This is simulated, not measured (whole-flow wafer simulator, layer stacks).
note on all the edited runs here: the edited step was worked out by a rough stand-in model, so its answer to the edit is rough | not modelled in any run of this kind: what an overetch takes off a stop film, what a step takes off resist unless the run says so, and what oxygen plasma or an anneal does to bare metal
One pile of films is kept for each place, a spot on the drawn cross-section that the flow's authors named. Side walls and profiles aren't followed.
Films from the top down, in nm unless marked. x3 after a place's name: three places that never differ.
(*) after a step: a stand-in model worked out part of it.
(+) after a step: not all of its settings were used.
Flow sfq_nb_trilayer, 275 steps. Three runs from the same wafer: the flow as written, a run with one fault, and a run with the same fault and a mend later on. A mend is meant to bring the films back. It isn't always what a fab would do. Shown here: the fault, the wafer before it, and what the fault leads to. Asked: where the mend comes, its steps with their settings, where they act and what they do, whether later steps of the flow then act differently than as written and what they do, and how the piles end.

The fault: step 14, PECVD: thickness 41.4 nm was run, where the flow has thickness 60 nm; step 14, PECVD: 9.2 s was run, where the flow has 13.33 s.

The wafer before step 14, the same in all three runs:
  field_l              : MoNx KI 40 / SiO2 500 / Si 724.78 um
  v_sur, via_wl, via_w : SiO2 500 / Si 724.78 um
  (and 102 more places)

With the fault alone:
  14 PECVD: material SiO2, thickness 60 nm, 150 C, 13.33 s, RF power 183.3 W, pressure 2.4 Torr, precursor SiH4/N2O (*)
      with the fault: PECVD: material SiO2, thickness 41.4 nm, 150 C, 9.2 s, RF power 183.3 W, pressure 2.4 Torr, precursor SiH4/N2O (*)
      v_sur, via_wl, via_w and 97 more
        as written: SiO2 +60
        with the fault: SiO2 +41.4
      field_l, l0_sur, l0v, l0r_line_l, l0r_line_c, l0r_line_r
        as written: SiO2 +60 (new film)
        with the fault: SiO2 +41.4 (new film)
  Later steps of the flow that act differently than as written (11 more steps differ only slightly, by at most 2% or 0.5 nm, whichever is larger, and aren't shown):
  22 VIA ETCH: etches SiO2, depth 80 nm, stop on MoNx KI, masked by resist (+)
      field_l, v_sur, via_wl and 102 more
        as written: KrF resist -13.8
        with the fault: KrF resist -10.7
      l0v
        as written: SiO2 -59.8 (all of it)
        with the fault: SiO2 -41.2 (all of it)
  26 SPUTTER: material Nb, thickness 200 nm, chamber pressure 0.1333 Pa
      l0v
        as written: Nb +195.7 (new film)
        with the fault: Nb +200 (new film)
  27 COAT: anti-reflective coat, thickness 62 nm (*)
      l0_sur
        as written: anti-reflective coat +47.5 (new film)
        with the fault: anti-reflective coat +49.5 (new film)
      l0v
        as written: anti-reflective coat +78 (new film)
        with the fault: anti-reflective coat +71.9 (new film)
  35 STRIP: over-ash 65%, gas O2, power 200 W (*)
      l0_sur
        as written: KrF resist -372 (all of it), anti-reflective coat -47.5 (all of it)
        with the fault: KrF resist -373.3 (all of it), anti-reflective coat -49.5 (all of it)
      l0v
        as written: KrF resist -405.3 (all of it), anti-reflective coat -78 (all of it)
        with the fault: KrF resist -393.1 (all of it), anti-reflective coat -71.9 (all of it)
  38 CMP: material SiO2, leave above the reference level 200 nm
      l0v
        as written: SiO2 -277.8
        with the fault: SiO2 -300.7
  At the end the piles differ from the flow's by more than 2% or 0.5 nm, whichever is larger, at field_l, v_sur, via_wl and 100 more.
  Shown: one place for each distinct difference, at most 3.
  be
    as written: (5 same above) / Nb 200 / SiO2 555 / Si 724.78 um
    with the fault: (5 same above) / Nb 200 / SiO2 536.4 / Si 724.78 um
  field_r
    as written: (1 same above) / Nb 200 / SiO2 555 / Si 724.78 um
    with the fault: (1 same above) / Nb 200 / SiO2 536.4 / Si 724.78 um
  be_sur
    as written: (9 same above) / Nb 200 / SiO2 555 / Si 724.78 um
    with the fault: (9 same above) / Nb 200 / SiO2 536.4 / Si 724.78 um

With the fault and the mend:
  The mend comes after step 14.
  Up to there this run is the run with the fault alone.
  14a PECVD: material SiO2, thickness 18.6 nm, 150 C, 4.133 s, RF power 183.3 W, pressure 2.4 Torr, precursor SiH4/N2O (the flow's step 14 once more, with other settings)
      field_l, v_sur, via_wl and 103 more
        SiO2 +18.6
  No later step of the flow acts differently than as written, at any place that is followed, by more than 2% or 0.5 nm, whichever is larger.
  At the end the piles are the same as the flow's at every place that both follow.
